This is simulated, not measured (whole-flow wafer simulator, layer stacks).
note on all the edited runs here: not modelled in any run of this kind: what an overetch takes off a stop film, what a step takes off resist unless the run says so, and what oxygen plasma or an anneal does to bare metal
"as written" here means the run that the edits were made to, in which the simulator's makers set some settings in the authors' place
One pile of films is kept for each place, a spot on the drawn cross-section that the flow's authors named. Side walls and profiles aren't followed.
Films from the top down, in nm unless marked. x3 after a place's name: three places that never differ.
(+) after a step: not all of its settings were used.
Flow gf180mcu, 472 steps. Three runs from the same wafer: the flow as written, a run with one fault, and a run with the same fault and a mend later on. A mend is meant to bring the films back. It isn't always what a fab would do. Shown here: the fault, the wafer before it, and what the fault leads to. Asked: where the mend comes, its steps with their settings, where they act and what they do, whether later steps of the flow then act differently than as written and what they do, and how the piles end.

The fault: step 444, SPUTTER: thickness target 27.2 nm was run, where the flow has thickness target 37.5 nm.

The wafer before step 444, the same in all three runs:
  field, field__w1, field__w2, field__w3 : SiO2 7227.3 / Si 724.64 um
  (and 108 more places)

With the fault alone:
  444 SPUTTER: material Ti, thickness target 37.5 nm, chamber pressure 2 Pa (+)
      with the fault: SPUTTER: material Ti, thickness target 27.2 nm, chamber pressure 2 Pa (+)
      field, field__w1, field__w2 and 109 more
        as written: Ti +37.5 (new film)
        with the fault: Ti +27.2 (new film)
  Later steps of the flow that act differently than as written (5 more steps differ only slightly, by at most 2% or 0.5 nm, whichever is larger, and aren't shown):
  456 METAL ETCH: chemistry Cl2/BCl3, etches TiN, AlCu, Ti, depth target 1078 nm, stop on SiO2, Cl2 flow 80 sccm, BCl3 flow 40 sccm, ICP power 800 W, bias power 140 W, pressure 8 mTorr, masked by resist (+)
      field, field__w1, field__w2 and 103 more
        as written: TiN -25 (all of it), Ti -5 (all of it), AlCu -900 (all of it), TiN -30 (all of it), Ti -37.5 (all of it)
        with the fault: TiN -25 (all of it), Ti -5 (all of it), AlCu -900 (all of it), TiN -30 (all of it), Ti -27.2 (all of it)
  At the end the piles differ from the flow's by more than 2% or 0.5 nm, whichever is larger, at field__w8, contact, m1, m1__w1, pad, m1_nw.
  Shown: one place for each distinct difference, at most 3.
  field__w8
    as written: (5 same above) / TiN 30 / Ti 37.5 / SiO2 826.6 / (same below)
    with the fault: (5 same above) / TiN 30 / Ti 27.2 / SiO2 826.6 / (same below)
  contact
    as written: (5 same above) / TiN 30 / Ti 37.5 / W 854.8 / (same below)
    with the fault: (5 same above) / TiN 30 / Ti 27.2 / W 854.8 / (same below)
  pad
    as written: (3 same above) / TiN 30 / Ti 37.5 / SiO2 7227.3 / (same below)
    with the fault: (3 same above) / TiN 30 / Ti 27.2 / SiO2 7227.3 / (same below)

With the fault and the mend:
  The mend comes after step 444.
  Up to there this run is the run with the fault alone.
  444a SPUTTER: material Ti, thickness target 10.3 nm, chamber pressure 2 Pa (+) (the flow's step 444 once more, with other settings)
      field, field__w1, field__w2 and 109 more
        Ti +10.3
  No later step of the flow acts differently than as written at any place that is followed.
  At the end the piles are the same as the flow's at every place that both follow.
